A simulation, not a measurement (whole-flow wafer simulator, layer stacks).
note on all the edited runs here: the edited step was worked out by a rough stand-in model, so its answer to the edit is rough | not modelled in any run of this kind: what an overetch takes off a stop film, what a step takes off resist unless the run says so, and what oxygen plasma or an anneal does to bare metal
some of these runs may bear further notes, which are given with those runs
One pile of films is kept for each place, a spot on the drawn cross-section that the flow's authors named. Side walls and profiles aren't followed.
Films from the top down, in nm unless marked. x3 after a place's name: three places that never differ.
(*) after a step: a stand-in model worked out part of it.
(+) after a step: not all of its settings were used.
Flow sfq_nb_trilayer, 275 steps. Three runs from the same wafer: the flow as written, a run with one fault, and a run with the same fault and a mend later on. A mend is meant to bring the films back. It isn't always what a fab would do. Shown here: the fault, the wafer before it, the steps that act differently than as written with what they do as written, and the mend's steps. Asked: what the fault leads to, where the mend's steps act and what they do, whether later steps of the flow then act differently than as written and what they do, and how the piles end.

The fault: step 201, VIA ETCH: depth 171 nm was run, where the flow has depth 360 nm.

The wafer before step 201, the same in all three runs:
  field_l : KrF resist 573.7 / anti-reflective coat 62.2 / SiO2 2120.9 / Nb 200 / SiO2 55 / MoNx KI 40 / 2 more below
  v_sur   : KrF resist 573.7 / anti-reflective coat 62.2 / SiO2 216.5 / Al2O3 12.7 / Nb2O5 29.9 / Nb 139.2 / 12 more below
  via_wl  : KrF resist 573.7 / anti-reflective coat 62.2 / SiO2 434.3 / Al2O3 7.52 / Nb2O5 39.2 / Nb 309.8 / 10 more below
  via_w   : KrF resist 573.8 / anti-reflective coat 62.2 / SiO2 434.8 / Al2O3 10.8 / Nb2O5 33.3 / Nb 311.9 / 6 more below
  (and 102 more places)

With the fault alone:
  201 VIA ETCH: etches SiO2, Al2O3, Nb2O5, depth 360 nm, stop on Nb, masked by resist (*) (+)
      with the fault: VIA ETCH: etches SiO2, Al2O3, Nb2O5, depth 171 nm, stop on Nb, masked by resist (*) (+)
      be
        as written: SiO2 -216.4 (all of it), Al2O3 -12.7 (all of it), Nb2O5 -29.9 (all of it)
        with the fault: SiO2 -171
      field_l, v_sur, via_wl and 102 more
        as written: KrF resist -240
        with the fault: KrF resist -114
  Later steps of the flow that act differently than as written (7 more steps differ only slightly, by at most 2% or 0.5 nm, whichever is larger, and aren't shown):
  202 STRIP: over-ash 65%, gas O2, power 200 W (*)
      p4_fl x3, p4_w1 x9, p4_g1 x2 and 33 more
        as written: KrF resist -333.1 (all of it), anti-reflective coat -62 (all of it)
        with the fault: KrF resist -459.1 (all of it), anti-reflective coat -62 (all of it)
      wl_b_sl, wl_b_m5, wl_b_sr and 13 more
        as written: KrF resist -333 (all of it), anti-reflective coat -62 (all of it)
        with the fault: KrF resist -459 (all of it), anti-reflective coat -62 (all of it)
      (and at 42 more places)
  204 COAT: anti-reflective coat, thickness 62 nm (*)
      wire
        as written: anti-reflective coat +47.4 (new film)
        with the fault: anti-reflective coat +49.9 (new film)
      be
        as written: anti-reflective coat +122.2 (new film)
        with the fault: anti-reflective coat +109.2 (new film)
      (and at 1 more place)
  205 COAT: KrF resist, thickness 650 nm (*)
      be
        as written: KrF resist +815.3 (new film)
        with the fault: KrF resist +752.3 (new film)
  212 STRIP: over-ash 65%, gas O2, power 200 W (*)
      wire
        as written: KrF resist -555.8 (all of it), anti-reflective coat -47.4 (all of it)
        with the fault: KrF resist -560.8 (all of it), anti-reflective coat -49.9 (all of it)
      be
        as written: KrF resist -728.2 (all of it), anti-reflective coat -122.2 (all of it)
        with the fault: KrF resist -665.2 (all of it), anti-reflective coat -109.2 (all of it)
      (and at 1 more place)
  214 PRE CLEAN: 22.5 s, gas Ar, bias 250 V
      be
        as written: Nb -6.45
        with the fault: SiO2 -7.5
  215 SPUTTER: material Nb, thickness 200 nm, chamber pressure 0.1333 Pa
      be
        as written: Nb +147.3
        with the fault: Nb +167.8 (new film)
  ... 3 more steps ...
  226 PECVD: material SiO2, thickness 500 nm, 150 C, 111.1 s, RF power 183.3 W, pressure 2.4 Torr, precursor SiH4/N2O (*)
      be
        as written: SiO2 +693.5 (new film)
        with the fault: SiO2 +586.1 (new film)
  At the end the piles differ from the flow's by more than 2% or 0.5 nm, whichever is larger, at be.
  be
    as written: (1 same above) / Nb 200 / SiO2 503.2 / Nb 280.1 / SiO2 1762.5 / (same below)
    with the fault: (1 same above) / Nb 200 / SiO2 395.9 / Nb 167.8 / SiO2 37.9 / Al2O3 12.7 / Nb2O5 29.9 / Nb 139.2 / SiO2 1762.5 / (same below)

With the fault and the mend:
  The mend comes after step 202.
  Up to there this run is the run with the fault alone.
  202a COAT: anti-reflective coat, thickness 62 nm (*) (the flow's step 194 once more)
      p4_fl x3, p4_w1 x9, p4_g1 x2 and 50 more
        anti-reflective coat +62 (new film)
      field_l, wl_a_sl, wl_a_m6, wl_a_sr, wl_g_sr
        anti-reflective coat +61.9 (new film)
      v_sur, via_wl, via_w, gap
        anti-reflective coat +61.8 (new film)
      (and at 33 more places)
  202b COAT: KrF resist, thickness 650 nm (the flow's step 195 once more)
      p4_fl x3, p4_w1 x9, p4_g1 x2 and 33 more
        KrF resist +650 (new film)
      wl_b_m5, wl_b_sr, wl_c_sl and 12 more
        KrF resist +649.9 (new film)
      field_l, wl_a_sr, wl_g_sr
        KrF resist +649.7 (new film)
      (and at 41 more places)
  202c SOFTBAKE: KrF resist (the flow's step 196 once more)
      changes no film at any place that is followed
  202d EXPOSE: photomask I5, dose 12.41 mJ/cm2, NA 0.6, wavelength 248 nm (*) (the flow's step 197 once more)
      changes no film at any place that is followed
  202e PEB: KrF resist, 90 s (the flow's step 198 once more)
      field_l, v_sur, via_wl and 83 more
        KrF resist -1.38
      via_wr, via_sp, via_v, wire
        KrF resist -1.37
      ce_l, moat, field_r, wl_jj
        KrF resist -1.39
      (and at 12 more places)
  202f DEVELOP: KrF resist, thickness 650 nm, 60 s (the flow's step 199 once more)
      field_l, v_sur, via_wl and 102 more
        KrF resist -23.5
      be
        KrF resist -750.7 (all of it)
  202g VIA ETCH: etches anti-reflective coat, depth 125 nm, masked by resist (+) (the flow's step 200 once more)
      field_l, v_sur, via_wl and 102 more
        KrF resist -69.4
      be
        anti-reflective coat -109.2 (all of it), SiO2 -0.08
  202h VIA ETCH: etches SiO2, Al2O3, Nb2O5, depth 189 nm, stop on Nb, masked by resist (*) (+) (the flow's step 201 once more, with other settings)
      field_l, v_sur, via_wl and 102 more
        KrF resist -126
      be
        SiO2 -45.3 (all of it), Al2O3 -12.7 (all of it), Nb2O5 -29.9 (all of it)
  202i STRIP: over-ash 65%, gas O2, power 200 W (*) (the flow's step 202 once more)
      p4_fl x3, p4_w1 x9, p4_g1 x2 and 33 more
        KrF resist -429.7 (all of it), anti-reflective coat -62 (all of it)
      wl_b_sl, wl_b_m5, wl_b_sr and 7 more
        KrF resist -429.5 (all of it), anti-reflective coat -62 (all of it)
      wl_c_sr, wl_d_sl, wl_d_m1, wl_d_sr, wl_e_sl, wl_e_m5, wl_e_sr
        KrF resist -429.6 (all of it), anti-reflective coat -62 (all of it)
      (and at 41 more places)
  No later step of the flow acts differently than as written at any place that is followed.
  At the end the piles are the same as the flow's at every place that both follow.
